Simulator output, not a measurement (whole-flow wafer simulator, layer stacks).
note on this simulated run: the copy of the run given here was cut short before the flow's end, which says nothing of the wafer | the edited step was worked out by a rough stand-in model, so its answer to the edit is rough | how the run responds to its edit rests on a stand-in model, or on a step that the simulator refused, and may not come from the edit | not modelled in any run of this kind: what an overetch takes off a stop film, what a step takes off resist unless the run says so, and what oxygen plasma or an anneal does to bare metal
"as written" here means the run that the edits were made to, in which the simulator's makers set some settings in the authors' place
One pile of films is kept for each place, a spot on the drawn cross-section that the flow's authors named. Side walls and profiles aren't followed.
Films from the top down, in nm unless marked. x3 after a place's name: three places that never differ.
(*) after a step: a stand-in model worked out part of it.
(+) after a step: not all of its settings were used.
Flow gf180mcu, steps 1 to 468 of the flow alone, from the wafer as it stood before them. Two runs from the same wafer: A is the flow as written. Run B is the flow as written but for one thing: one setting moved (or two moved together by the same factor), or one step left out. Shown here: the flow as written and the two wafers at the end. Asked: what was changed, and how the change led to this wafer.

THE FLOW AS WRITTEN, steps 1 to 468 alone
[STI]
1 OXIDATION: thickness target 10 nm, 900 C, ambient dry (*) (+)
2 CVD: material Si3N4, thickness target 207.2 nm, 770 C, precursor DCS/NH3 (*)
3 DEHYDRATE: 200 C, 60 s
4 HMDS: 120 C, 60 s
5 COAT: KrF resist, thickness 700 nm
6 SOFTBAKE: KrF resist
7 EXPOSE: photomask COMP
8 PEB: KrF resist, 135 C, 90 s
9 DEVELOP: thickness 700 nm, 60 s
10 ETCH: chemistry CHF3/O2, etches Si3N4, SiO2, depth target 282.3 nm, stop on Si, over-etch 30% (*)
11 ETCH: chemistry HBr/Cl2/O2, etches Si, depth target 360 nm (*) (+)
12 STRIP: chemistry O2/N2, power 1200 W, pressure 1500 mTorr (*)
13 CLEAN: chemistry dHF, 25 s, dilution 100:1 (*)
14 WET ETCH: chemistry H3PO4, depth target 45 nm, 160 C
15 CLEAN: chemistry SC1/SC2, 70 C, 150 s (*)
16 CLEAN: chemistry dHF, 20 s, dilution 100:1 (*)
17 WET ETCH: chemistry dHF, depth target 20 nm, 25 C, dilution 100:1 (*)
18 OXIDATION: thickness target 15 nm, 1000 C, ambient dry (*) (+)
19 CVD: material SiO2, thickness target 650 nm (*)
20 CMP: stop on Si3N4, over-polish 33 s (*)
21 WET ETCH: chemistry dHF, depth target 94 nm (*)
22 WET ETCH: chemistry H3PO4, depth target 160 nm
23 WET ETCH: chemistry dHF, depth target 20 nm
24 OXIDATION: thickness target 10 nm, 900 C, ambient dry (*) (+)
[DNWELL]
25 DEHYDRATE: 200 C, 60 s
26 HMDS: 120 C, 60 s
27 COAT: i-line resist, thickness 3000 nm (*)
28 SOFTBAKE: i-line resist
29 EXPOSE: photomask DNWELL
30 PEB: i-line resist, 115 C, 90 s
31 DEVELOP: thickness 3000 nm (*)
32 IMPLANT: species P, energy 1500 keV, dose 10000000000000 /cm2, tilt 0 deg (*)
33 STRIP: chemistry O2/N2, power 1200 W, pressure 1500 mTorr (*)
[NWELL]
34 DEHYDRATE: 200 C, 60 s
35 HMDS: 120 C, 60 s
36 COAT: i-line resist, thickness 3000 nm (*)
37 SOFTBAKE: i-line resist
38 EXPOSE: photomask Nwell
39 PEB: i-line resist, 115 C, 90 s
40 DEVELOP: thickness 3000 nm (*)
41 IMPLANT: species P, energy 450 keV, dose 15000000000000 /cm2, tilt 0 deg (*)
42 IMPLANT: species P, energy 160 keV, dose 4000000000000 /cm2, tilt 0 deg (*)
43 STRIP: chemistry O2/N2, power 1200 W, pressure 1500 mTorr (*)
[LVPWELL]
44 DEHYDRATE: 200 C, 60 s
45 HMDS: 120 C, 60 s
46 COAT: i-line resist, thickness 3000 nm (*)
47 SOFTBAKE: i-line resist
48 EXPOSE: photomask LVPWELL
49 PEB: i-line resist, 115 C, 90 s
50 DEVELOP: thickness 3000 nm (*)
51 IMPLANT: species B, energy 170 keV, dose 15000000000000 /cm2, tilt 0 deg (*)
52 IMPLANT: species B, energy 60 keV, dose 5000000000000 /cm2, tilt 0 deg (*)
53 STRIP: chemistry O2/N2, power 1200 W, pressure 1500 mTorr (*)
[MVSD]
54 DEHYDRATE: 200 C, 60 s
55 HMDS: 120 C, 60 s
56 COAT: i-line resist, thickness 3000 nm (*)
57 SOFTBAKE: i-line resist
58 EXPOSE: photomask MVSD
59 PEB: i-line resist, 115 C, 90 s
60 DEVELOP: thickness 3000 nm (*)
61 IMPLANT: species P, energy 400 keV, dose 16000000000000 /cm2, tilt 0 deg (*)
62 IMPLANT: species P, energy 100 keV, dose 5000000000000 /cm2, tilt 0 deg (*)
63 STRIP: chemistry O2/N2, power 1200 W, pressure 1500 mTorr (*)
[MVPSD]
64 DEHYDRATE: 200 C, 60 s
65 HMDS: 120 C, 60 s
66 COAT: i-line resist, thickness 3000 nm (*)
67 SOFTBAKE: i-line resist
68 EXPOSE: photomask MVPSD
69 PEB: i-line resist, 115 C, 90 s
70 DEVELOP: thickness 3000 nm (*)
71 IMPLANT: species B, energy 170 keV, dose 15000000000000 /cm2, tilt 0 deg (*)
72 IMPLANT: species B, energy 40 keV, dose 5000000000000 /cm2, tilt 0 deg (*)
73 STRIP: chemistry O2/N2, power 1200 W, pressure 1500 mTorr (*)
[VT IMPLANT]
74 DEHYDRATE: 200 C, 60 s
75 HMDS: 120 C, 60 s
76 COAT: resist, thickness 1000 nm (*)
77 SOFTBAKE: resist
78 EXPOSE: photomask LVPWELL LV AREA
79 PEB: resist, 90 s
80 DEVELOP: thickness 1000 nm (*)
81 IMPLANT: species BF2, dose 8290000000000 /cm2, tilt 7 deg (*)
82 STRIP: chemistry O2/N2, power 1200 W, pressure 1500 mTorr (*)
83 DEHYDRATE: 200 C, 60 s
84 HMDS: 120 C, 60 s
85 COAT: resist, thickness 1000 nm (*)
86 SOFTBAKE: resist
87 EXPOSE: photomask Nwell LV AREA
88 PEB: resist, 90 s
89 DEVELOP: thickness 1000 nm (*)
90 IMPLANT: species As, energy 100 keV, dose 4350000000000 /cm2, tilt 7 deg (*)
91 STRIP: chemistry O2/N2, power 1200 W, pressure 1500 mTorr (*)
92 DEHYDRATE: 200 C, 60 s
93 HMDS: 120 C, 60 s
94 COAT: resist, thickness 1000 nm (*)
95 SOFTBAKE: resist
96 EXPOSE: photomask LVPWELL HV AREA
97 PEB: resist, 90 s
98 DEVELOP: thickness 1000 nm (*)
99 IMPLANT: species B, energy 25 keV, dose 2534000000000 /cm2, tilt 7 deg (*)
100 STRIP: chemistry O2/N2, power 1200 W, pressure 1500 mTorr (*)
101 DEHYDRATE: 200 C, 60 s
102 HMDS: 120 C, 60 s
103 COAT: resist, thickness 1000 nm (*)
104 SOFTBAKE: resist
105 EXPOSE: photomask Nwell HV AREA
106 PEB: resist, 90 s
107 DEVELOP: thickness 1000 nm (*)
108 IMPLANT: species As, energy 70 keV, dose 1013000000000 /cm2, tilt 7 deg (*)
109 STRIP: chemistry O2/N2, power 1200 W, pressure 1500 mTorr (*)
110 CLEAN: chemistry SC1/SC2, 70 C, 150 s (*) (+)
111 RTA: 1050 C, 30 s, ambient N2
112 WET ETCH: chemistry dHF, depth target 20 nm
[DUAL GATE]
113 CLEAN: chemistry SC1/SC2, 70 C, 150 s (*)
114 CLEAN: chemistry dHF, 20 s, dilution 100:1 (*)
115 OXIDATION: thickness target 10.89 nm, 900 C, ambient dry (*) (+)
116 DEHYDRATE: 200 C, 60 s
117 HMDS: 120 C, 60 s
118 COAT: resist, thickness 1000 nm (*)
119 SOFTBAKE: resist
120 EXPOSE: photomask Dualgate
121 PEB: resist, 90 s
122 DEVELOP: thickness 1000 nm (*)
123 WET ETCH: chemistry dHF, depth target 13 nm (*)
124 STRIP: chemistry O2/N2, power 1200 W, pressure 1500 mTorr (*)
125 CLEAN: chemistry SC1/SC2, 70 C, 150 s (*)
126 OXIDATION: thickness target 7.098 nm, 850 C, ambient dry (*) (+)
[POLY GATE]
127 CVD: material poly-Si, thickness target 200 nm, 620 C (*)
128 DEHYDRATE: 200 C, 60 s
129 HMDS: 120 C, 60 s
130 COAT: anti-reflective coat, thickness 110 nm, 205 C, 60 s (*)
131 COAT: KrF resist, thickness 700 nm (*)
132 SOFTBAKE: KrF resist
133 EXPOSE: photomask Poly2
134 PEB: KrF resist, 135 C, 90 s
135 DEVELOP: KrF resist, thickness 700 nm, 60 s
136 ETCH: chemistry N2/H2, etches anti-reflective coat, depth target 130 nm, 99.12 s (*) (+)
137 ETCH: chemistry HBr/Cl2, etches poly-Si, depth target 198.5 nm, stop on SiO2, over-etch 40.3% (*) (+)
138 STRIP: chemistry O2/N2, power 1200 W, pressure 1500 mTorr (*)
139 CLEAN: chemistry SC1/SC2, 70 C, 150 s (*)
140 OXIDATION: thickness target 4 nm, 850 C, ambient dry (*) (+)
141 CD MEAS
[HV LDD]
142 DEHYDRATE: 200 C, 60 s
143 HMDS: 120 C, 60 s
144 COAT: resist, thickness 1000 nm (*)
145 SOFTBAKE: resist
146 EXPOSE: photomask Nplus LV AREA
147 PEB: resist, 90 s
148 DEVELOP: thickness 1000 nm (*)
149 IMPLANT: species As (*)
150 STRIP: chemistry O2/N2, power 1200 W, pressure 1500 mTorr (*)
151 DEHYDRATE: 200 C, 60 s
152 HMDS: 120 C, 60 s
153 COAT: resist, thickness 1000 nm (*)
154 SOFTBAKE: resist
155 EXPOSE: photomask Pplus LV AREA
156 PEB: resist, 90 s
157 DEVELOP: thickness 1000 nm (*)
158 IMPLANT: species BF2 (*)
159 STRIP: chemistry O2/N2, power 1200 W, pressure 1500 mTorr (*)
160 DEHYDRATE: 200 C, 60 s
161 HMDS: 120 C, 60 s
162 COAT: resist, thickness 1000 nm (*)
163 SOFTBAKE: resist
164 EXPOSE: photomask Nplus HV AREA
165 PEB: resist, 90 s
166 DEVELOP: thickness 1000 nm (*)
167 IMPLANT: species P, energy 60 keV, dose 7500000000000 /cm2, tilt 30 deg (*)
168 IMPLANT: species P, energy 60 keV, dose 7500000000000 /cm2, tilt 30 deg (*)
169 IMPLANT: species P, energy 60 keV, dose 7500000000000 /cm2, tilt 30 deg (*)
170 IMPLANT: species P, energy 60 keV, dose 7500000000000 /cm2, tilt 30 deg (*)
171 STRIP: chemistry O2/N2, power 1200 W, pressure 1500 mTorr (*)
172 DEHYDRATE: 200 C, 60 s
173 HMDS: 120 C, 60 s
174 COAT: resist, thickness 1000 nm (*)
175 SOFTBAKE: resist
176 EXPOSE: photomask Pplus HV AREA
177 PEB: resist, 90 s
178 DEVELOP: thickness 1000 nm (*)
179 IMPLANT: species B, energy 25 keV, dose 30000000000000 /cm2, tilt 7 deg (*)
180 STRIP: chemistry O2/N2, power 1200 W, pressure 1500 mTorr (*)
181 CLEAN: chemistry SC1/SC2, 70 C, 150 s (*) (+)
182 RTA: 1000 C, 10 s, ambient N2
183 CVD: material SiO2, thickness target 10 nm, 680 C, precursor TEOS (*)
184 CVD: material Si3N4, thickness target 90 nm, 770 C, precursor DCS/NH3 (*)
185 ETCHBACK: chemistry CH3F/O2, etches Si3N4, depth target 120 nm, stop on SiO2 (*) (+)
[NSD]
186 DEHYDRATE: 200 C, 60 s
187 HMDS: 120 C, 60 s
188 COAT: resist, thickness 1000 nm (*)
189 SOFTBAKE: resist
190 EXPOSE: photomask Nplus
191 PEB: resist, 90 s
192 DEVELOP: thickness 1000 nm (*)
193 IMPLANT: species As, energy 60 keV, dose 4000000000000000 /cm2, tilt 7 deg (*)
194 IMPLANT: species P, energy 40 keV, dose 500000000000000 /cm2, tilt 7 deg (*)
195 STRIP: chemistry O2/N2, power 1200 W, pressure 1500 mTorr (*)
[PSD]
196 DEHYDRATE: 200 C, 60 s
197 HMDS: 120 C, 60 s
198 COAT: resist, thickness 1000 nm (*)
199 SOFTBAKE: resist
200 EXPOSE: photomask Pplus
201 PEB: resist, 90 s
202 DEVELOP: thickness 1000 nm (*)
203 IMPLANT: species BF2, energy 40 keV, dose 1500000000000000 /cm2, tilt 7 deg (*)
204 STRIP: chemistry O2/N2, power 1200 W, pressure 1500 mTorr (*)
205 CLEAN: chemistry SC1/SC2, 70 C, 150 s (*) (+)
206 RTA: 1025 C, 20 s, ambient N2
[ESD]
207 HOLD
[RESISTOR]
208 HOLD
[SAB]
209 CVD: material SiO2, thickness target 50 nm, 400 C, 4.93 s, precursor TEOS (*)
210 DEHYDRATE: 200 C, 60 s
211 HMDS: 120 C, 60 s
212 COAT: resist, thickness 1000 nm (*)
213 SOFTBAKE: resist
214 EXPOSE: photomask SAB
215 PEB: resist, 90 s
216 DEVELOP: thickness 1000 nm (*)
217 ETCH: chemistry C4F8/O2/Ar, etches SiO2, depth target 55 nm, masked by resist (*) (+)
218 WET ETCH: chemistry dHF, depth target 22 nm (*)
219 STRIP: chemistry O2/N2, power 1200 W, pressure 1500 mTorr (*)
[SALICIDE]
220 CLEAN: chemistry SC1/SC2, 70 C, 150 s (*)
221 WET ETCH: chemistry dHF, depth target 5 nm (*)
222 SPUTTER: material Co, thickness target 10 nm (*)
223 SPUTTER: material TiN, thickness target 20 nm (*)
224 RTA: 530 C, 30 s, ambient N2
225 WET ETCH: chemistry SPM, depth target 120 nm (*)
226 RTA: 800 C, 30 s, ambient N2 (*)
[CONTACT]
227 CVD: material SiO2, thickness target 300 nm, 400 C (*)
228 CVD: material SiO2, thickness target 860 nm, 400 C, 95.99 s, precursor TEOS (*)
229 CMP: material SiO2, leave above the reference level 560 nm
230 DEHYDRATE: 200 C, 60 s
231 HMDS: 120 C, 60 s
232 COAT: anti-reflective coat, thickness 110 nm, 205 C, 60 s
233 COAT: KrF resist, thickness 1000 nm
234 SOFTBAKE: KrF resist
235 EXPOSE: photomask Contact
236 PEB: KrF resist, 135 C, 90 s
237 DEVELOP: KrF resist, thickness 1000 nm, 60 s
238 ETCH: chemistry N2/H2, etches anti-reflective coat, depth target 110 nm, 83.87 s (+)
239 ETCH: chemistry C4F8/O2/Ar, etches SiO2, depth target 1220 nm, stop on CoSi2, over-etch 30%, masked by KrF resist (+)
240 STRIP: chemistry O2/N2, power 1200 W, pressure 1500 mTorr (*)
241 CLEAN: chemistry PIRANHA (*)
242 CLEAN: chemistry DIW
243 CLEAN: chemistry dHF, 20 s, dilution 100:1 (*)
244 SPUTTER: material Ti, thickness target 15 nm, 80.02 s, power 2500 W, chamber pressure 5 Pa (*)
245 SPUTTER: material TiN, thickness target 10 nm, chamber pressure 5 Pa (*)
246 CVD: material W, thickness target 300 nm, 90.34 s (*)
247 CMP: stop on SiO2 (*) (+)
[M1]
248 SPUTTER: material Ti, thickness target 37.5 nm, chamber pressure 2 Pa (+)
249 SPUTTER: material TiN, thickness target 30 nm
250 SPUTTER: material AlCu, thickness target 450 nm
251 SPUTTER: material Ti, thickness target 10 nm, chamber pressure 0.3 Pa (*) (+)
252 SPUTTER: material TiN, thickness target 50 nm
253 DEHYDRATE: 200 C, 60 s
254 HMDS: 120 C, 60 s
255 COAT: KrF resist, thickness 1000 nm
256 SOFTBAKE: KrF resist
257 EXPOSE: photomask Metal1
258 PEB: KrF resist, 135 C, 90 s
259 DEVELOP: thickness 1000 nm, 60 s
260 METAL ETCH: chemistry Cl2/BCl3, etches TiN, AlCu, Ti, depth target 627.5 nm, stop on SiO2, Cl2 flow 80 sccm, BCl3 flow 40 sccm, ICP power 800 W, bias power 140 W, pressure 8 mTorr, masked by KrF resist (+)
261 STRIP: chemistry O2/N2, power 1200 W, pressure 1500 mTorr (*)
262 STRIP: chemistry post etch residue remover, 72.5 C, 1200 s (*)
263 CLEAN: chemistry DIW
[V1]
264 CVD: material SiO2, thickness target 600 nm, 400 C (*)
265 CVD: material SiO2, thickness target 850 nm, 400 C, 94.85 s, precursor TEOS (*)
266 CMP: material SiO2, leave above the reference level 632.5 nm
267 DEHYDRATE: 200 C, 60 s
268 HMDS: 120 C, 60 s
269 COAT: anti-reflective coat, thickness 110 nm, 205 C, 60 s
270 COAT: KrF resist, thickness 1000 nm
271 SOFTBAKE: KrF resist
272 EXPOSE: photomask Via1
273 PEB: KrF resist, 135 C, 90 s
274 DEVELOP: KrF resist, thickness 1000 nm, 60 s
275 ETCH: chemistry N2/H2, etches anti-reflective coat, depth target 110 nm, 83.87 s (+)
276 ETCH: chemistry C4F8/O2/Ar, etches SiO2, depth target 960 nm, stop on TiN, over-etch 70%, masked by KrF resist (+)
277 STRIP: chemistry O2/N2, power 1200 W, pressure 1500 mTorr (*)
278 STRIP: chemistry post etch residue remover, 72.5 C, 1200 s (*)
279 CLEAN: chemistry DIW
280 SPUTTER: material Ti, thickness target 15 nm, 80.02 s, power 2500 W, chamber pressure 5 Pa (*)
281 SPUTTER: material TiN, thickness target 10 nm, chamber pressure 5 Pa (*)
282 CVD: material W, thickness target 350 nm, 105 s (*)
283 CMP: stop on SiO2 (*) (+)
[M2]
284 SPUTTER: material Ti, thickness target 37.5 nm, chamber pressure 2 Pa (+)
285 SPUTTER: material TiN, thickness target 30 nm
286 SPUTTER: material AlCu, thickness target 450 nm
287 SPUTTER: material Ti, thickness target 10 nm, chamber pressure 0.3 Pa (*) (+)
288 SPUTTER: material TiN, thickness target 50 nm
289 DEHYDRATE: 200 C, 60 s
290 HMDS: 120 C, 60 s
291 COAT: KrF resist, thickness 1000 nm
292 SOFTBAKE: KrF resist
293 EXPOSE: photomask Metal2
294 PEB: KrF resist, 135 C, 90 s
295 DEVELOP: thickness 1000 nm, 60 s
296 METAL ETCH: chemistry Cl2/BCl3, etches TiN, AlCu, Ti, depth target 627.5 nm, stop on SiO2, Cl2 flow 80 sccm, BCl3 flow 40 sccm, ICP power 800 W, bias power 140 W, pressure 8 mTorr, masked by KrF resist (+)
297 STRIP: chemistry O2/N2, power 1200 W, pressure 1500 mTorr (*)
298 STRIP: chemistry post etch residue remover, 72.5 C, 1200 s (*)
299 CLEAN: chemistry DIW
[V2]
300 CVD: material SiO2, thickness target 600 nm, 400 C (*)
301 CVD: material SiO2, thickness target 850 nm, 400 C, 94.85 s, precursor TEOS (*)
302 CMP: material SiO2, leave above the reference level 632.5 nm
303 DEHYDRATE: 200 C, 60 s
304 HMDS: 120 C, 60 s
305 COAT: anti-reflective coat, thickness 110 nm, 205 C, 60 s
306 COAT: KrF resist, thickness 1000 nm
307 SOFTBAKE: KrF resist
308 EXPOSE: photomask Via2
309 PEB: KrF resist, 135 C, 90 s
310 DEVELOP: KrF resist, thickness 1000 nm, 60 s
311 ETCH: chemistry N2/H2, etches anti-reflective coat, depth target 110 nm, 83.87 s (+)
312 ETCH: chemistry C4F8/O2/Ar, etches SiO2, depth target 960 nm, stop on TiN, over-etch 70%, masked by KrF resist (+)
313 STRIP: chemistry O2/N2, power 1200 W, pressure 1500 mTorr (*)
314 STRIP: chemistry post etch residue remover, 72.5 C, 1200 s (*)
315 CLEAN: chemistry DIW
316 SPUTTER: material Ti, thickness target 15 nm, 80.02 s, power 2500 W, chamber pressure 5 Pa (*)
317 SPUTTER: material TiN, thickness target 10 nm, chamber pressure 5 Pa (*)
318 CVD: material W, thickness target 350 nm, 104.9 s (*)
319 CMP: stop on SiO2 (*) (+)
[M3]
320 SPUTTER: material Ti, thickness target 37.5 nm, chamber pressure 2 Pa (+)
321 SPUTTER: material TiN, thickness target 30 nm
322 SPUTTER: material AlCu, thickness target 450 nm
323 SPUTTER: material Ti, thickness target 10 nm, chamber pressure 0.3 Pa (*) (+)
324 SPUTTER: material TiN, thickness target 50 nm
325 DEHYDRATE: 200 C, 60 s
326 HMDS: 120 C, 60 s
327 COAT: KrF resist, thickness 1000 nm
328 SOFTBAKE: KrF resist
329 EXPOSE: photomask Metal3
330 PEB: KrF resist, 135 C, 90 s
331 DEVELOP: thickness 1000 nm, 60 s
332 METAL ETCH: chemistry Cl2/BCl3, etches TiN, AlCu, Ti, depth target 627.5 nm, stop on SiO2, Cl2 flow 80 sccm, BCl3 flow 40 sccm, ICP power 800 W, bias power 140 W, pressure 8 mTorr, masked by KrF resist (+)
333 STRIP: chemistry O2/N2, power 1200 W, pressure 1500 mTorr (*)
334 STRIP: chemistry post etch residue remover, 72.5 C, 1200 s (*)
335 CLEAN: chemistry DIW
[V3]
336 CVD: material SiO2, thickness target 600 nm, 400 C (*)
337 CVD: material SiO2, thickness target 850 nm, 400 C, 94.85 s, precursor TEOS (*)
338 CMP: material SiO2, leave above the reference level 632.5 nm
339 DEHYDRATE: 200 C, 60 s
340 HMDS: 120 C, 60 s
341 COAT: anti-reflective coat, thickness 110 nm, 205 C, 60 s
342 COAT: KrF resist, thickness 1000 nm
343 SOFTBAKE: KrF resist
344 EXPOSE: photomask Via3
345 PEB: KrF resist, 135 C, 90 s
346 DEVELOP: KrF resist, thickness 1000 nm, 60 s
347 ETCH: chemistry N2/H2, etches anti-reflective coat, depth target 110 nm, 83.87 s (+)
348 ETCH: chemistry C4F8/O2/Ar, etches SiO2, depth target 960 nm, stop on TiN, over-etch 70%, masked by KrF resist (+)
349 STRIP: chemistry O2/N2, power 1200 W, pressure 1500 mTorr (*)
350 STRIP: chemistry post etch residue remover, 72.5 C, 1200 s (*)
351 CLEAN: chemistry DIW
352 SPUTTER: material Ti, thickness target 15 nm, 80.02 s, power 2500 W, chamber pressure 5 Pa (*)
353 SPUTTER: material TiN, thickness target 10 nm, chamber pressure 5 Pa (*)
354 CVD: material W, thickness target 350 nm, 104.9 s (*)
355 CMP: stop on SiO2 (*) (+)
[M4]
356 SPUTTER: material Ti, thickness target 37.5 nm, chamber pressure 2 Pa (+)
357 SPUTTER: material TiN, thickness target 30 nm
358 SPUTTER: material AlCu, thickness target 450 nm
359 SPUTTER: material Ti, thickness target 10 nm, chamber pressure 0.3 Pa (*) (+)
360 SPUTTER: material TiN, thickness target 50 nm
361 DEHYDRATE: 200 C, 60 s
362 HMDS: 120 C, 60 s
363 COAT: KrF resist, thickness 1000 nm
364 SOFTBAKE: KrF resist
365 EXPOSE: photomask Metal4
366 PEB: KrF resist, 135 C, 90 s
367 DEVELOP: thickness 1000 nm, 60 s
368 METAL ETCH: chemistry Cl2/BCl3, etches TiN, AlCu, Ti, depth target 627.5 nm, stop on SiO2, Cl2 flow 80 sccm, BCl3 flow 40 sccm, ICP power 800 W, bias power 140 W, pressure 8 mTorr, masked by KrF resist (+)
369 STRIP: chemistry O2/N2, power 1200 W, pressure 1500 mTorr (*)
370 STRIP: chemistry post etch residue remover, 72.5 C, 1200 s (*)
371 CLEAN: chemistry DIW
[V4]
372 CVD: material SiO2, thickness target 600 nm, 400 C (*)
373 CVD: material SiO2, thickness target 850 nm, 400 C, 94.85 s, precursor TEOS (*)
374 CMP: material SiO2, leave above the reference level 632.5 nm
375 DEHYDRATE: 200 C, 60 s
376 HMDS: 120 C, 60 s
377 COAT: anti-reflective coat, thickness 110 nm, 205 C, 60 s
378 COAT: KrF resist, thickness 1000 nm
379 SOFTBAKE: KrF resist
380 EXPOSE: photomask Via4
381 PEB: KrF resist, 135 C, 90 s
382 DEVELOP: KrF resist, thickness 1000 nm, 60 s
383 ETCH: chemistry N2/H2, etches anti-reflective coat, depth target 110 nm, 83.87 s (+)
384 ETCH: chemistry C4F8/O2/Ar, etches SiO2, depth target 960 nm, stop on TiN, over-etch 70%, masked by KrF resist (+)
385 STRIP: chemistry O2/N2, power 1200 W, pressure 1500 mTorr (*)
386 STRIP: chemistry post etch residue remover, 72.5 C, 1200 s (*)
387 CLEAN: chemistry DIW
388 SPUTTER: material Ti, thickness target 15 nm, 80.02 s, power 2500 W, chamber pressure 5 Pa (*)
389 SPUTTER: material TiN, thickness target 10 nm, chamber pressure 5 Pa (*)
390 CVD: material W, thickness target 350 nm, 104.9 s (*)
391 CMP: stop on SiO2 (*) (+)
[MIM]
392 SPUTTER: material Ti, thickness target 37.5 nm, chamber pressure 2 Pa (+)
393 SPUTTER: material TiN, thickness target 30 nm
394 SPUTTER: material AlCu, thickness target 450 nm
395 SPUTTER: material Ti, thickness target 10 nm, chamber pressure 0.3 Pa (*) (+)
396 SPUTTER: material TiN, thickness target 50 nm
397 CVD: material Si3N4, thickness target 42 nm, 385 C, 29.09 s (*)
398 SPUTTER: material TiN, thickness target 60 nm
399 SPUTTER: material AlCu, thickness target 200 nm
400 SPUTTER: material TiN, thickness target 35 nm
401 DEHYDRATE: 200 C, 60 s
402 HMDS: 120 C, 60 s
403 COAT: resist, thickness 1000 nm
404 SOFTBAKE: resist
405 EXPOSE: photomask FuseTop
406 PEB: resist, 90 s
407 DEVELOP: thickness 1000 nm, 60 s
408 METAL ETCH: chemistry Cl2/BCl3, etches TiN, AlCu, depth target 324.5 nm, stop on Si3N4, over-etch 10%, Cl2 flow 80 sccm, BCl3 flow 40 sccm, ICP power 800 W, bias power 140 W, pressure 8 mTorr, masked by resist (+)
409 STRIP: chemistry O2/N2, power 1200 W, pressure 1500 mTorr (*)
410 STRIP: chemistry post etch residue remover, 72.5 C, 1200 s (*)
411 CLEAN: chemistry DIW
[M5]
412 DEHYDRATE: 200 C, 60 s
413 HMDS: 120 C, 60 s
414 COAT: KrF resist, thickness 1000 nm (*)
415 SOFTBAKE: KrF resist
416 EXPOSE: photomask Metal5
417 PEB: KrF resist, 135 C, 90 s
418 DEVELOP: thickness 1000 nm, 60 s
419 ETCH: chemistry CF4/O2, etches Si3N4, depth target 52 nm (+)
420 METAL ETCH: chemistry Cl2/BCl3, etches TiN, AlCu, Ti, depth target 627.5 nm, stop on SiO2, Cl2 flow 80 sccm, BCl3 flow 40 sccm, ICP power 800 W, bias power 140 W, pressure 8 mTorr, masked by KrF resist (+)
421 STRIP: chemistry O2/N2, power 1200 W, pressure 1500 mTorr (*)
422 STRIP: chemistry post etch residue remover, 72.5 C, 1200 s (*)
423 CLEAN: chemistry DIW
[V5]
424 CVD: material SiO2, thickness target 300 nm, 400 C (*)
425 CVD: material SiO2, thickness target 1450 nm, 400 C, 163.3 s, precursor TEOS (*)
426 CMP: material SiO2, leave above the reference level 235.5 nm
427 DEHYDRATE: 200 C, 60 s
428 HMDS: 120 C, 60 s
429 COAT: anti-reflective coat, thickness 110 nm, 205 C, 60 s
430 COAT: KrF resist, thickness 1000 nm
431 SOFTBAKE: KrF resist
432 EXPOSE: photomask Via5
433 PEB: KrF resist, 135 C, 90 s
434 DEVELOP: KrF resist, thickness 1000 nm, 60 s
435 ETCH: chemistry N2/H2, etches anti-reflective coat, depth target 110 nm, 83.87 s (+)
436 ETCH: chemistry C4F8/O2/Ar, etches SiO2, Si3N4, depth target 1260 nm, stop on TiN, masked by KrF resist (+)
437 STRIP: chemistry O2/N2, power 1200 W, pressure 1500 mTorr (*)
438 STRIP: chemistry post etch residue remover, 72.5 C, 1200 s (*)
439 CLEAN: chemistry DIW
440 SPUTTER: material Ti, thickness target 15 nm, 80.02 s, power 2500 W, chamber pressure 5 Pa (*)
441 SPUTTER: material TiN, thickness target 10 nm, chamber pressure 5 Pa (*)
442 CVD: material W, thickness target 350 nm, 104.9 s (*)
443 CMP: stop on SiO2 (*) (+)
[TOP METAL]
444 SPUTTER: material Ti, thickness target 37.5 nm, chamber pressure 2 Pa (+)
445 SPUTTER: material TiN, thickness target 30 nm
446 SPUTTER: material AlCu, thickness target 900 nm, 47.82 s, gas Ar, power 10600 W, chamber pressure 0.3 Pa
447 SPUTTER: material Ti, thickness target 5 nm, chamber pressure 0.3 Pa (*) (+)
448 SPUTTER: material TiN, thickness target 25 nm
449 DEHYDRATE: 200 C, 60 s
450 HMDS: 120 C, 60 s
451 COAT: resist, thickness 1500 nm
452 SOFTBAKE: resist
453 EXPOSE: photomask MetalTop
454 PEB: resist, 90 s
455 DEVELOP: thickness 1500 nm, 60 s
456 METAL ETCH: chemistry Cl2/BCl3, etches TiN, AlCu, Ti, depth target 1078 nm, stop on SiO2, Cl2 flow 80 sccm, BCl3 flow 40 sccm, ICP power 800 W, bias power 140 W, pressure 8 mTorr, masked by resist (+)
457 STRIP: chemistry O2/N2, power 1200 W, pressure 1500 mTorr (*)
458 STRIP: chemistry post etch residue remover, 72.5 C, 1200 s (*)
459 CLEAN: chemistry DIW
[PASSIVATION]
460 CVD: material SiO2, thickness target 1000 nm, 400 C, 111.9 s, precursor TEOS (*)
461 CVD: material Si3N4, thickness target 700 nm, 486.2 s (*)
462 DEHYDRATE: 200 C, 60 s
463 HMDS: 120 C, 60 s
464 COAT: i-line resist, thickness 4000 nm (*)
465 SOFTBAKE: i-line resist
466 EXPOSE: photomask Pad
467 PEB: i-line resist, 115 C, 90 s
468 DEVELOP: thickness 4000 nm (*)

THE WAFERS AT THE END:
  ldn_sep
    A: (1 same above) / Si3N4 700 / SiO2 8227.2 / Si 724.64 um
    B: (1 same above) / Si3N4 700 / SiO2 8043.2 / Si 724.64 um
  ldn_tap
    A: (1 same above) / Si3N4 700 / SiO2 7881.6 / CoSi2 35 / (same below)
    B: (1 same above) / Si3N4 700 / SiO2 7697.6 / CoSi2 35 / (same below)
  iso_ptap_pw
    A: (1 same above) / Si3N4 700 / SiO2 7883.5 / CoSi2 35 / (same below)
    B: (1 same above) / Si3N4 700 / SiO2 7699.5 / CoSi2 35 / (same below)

The cause: step 460, CVD: 90.96 s was run, where the flow has 111.9 s.

How the change led to this, step by step:
  460 CVD: material SiO2, thickness target 1000 nm, 400 C, 111.9 s, precursor TEOS (*)
      field, field__w1, field__w2 and 103 more: A SiO2 +1000 | B SiO2 +816
      field__w8, contact, m1, m1__w1, pad, m1_nw: A SiO2 +1000 (new film) | B SiO2 +816 (new film)
  465 SOFTBAKE: i-line resist
      field__w5, field__w9: A i-line resist +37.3 | B i-line resist +30.3
      field__w11, field__w13: A i-line resist +37.9 | B i-line resist +31.3
      (and at 57 more places)
